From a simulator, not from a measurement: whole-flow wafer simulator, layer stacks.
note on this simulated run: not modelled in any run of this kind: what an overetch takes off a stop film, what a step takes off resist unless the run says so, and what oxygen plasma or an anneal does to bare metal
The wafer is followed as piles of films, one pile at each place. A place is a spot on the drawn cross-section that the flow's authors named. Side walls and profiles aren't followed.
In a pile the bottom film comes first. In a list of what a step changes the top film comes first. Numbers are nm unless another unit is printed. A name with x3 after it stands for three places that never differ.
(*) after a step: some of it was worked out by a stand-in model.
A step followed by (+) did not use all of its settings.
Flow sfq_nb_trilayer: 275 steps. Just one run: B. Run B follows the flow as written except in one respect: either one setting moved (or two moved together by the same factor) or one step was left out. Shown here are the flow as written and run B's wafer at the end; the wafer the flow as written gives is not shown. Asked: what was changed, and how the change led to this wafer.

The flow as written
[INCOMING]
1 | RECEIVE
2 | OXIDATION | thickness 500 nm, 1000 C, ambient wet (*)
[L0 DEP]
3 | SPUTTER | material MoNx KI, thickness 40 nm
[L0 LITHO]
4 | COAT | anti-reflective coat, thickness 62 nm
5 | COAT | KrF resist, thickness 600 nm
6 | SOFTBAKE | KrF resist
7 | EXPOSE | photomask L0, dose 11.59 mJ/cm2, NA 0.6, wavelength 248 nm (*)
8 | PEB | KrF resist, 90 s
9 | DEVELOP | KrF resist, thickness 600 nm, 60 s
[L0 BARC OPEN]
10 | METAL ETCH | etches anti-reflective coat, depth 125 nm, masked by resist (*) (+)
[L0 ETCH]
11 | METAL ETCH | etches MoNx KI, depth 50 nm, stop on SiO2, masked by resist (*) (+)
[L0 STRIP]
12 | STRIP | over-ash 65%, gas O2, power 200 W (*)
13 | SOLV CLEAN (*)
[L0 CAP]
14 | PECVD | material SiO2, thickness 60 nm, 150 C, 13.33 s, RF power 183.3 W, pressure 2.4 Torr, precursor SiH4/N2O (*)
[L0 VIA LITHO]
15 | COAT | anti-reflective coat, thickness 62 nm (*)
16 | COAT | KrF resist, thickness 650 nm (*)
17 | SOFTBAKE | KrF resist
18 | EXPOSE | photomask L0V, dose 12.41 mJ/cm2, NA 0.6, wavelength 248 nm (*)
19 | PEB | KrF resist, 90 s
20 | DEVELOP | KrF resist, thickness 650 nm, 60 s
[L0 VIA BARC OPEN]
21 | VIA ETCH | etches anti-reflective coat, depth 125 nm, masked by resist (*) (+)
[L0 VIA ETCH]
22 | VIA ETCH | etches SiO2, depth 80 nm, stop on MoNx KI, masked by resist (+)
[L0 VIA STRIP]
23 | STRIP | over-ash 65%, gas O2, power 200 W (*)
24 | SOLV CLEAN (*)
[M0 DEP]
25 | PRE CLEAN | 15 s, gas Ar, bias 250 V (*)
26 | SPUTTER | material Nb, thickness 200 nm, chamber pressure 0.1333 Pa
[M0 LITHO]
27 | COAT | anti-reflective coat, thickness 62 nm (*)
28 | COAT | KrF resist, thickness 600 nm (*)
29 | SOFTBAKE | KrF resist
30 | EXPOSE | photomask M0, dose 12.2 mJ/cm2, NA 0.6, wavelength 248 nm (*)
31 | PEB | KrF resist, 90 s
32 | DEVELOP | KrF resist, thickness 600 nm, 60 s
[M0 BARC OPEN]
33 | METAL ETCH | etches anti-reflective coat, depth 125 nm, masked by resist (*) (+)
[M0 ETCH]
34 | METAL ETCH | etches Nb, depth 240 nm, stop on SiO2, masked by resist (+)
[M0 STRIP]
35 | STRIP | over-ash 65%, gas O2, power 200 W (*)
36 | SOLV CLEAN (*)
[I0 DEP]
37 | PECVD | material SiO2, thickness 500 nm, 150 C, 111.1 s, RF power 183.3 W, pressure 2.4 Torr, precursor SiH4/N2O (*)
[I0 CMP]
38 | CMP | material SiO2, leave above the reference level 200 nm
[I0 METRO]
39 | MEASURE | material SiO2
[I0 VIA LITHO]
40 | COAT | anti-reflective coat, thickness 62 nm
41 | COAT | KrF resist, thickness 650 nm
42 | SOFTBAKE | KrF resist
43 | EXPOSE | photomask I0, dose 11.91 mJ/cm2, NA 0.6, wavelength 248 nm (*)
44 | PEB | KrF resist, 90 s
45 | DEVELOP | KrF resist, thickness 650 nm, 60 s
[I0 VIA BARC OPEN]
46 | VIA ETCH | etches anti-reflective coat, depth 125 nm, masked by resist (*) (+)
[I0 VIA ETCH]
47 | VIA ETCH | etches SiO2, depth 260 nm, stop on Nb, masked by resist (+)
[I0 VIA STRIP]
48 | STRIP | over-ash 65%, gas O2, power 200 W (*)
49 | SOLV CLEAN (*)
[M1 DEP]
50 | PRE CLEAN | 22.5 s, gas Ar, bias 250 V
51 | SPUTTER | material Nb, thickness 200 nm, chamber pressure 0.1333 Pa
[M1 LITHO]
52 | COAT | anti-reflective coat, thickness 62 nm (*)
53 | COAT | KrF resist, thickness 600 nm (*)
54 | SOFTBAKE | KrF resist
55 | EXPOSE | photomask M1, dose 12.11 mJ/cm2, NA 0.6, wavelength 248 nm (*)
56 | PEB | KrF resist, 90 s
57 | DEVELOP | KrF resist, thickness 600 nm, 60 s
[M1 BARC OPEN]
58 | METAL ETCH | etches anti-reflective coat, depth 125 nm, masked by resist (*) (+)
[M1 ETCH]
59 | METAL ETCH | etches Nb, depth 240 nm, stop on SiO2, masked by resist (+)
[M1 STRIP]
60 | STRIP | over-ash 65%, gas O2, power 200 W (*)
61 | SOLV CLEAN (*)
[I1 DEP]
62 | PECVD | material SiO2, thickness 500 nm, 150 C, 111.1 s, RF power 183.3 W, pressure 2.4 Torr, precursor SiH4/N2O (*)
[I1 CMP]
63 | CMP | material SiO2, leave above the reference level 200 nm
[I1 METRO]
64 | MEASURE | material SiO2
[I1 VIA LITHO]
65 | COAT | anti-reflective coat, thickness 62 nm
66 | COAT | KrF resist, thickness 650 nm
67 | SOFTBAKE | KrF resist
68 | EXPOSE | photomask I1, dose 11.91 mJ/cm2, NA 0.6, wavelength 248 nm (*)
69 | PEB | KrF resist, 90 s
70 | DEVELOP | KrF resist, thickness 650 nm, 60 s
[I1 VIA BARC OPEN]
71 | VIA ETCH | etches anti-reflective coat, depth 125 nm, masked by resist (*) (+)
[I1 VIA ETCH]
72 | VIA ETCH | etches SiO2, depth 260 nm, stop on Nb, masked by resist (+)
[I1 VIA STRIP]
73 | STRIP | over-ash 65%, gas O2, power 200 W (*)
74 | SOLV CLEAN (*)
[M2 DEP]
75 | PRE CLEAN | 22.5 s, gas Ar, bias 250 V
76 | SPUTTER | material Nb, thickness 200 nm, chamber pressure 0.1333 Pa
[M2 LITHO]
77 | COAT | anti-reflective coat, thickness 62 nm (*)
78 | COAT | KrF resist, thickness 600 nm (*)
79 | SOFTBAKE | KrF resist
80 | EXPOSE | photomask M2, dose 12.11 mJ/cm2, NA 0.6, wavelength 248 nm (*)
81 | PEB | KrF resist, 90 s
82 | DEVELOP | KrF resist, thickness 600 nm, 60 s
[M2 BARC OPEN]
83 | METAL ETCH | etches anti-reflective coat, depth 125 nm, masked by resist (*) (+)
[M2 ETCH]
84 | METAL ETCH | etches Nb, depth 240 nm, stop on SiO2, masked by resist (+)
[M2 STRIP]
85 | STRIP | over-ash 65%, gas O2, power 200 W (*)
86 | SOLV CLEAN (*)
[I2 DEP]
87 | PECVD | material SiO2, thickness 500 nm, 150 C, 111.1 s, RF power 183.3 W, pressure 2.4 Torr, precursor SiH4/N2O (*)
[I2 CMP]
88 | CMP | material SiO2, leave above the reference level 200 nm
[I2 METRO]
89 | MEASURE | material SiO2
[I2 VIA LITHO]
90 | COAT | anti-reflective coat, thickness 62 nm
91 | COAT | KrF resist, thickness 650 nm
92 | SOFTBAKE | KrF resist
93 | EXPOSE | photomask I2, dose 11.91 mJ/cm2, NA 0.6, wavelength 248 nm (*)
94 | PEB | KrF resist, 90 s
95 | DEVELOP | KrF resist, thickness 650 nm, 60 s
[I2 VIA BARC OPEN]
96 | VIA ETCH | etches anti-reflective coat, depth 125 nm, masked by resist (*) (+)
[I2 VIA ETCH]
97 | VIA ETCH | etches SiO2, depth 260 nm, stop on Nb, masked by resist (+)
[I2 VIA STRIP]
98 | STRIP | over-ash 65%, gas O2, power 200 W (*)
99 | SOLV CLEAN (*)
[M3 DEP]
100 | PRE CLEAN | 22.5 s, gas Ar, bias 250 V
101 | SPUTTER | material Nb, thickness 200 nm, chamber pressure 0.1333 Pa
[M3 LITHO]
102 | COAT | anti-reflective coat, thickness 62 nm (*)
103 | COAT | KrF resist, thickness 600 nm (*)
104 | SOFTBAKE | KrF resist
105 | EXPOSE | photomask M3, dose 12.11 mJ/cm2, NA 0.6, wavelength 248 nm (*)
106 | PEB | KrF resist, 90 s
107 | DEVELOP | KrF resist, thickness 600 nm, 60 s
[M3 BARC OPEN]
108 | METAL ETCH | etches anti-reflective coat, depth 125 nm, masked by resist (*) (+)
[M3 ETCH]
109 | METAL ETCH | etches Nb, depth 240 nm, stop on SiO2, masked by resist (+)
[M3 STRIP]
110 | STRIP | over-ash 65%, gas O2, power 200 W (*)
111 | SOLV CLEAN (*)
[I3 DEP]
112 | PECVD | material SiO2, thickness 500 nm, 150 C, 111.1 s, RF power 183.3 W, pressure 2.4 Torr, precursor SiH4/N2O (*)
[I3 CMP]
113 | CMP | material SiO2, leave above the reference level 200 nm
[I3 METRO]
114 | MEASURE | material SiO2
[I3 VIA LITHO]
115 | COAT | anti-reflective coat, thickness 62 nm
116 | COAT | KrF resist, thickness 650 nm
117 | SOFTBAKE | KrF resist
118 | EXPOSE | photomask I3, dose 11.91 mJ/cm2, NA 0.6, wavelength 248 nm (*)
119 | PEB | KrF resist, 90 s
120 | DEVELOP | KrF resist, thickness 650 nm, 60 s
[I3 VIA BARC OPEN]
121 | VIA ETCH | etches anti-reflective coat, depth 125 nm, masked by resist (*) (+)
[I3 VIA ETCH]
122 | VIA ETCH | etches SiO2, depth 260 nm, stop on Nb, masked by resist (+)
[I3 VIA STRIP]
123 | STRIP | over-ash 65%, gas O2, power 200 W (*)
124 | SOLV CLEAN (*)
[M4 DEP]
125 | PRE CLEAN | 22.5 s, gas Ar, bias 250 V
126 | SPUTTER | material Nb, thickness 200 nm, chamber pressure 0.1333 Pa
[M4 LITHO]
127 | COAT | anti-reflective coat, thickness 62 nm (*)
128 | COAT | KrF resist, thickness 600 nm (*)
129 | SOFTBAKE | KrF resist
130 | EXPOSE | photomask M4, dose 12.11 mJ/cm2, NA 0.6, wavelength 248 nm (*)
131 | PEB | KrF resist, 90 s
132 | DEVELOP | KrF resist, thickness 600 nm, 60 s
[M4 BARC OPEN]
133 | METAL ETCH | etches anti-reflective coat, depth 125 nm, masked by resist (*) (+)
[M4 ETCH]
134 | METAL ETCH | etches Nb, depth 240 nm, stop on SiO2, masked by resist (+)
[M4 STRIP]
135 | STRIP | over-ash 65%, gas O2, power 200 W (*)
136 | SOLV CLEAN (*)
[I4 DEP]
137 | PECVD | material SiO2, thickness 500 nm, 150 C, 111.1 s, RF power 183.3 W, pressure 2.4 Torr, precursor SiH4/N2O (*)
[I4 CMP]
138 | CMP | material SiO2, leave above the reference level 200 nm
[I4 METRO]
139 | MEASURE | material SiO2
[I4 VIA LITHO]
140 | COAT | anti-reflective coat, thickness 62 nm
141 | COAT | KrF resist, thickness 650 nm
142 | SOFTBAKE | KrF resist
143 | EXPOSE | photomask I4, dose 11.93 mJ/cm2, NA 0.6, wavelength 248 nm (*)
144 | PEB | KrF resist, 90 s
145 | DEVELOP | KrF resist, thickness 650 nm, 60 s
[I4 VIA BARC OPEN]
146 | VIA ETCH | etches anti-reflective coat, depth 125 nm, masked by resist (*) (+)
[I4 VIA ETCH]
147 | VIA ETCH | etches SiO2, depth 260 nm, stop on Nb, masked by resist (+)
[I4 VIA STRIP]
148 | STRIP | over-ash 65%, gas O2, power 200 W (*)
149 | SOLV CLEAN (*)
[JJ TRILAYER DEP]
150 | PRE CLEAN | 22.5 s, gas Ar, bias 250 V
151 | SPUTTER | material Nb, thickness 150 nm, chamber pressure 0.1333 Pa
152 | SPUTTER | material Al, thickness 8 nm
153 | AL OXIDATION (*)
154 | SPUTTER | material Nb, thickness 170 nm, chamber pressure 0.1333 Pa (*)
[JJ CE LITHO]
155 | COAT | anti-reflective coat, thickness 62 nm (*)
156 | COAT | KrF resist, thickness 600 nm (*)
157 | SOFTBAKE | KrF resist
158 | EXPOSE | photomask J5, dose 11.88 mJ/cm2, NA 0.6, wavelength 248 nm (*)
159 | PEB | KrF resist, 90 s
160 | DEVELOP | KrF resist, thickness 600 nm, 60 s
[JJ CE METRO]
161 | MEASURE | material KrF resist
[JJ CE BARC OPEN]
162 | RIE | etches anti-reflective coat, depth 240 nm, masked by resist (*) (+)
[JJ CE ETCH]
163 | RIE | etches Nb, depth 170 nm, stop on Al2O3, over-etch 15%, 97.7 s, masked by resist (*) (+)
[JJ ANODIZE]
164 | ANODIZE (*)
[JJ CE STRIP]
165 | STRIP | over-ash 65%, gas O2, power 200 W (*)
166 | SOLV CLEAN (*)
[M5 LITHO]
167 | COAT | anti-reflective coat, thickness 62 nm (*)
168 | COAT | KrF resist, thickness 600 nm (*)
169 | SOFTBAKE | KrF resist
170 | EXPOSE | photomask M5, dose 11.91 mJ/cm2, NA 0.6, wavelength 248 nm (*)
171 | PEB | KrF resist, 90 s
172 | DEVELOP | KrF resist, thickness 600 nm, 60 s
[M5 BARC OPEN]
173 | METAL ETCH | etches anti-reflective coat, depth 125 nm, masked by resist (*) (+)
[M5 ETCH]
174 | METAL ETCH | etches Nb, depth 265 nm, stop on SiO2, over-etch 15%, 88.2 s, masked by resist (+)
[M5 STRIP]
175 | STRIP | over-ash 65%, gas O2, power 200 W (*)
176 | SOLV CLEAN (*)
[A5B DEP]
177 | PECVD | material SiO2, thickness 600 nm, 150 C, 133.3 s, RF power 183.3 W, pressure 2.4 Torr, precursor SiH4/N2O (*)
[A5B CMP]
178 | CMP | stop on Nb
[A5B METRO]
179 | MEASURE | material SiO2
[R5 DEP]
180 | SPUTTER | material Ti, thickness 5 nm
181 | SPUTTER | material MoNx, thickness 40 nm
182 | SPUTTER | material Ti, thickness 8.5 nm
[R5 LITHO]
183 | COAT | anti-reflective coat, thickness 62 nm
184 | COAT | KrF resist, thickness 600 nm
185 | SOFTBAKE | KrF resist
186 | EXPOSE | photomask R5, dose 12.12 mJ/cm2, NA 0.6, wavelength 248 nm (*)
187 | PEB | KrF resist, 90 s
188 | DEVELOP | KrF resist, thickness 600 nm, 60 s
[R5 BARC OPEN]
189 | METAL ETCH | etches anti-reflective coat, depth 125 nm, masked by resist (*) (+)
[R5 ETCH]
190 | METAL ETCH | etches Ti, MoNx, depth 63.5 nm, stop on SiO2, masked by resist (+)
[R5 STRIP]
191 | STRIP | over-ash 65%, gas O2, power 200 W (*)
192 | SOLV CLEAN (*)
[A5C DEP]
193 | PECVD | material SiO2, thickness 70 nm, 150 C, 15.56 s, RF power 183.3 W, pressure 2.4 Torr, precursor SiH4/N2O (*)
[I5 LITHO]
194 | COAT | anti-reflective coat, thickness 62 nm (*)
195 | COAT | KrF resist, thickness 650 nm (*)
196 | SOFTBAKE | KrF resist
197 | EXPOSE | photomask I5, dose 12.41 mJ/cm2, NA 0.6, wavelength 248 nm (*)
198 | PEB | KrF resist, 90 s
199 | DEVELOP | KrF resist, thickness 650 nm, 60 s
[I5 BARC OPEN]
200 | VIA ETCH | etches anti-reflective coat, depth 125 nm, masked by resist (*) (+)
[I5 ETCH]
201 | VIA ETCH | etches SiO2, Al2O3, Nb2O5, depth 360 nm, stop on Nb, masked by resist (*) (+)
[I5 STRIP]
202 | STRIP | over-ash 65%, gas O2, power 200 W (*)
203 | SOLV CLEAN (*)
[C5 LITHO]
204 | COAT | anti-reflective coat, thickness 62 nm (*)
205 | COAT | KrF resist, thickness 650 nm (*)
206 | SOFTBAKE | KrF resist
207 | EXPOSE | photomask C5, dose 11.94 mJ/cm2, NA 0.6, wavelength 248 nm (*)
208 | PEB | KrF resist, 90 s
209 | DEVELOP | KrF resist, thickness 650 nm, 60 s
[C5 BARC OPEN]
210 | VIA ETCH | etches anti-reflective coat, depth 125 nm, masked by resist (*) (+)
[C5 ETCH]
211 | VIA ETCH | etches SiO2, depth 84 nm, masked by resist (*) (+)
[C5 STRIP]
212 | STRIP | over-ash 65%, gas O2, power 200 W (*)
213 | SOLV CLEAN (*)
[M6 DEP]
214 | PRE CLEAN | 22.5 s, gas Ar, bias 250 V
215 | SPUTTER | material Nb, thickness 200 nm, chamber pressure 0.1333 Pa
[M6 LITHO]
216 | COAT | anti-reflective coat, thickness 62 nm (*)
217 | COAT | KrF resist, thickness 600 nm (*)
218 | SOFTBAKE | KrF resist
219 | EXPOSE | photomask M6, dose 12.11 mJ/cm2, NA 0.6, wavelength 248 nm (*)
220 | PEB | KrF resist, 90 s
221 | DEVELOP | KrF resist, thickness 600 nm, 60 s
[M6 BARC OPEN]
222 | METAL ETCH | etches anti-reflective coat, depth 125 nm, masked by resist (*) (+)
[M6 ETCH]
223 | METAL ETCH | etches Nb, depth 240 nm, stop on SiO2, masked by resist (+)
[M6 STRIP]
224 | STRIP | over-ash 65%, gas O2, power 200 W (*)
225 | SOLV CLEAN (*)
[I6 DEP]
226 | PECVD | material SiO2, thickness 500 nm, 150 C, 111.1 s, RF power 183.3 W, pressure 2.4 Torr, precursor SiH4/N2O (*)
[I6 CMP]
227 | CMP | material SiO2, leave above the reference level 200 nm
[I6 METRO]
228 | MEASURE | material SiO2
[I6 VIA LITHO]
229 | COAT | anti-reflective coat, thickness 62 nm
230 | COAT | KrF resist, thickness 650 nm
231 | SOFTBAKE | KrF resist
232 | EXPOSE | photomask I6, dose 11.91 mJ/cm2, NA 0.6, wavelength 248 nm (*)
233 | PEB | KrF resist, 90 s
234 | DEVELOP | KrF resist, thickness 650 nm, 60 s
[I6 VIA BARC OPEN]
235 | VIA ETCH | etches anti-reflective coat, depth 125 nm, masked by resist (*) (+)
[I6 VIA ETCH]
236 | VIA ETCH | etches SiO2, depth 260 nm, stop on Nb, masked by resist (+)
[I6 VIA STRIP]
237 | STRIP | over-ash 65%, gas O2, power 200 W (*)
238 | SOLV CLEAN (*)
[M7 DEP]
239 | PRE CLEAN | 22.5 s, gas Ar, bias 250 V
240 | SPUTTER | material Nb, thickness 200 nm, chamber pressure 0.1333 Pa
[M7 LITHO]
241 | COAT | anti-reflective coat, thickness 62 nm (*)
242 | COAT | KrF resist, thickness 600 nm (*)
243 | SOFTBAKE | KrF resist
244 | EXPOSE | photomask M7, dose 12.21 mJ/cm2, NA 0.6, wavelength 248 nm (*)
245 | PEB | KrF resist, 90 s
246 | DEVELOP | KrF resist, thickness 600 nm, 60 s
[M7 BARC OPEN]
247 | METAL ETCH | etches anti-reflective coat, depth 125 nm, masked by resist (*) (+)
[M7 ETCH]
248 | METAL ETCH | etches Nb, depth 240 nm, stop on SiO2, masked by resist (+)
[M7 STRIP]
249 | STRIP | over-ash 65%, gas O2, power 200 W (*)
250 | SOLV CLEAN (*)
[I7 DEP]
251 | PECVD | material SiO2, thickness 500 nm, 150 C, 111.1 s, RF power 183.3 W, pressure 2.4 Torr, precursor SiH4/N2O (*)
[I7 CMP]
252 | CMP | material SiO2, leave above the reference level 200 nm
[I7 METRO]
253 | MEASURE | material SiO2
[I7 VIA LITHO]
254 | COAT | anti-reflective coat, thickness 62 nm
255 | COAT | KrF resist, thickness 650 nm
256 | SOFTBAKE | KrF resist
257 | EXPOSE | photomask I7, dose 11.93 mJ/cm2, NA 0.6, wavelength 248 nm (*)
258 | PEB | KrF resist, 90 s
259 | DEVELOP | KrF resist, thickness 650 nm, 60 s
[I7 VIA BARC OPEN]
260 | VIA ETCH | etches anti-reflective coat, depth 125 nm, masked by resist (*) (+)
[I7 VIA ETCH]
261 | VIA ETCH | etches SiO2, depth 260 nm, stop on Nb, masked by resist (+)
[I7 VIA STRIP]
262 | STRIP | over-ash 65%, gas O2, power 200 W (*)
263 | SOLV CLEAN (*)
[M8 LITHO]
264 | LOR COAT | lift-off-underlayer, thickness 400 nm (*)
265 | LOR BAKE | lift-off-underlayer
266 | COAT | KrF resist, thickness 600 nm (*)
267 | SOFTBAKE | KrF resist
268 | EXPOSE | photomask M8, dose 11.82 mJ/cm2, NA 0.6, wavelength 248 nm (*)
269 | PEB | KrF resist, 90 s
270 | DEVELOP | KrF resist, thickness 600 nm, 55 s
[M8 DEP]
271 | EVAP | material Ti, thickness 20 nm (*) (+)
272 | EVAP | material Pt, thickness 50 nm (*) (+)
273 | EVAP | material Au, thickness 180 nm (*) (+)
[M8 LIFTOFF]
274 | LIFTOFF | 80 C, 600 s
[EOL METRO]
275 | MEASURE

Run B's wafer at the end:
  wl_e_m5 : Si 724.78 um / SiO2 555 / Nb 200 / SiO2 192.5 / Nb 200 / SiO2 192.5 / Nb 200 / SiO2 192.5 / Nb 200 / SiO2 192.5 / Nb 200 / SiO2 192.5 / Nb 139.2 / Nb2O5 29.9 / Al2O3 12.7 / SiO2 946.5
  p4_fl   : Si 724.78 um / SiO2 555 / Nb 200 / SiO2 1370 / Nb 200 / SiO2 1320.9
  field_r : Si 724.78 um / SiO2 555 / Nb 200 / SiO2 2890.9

The reason: step 215, SPUTTER: thickness 145 nm was run, while the flow as written has thickness 200 nm.

The path from the change to this, step by step:
  215 | SPUTTER | material Nb, thickness 200 nm, chamber pressure 0.1333 Pa
      field_l, v_sur, via_wl and 100 more: +145 Nb (new film) (in the flow as written it would be: +200 Nb (new film))
      be: +107.2 Nb (in the flow as written it would be: +147.3 Nb)
      (and at 2 other places as well)
  216 | COAT | anti-reflective coat, thickness 62 nm (*)
      be: +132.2 anti-reflective coat (new film) (in the flow as written it would be: +136.7 anti-reflective coat (new film))
  223 | METAL ETCH | etches Nb, depth 240 nm, stop on SiO2, masked by resist (+)
      field_l, gap, moat and 76 more: -145 Nb (all of it) (in the flow as written it would be: -200 Nb (all of it))
      v_sur, via_wl, via_w and 24 more: -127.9 KrF resist (in the flow as written it would be: -141.2 KrF resist)
  224 | STRIP | over-ash 65%, gas O2, power 200 W (*)
      wl_j_sl, wl_j_sr: -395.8 KrF resist (all of it), -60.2 anti-reflective coat (all of it) (in the flow as written it would be: -382.5 KrF resist (all of it), -60.2 anti-reflective coat (all of it))
      wl_c_m6, wl_f_m6: -395.5 KrF resist (all of it), -62 anti-reflective coat (all of it) (in the flow as written it would be: -382.3 KrF resist (all of it), -62 anti-reflective coat (all of it))
      (and at 23 other places as well)
  226 | PECVD | material SiO2, thickness 500 nm, 150 C, 111.1 s, RF power 183.3 W, pressure 2.4 Torr, precursor SiH4/N2O (*)
      gap, wl_a_sl, m6r_space_l x2: +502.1 SiO2 (in the flow as written it would be: +557.1 SiO2)
      be: +672.8 SiO2 (new film) (in the flow as written it would be: +693.5 SiO2 (new film))
  227 | CMP | material SiO2, leave above the reference level 200 nm
      field_l, p4_fl, p4_fm and 59 more: -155 SiO2 (in the flow as written it would be: -100 SiO2)
      moat, field_r, lsp_l, ln_m5, lsp_m: -155 SiO2 (in the flow as written it would be: -93.6 SiO2)
      (and at 9 other places as well)
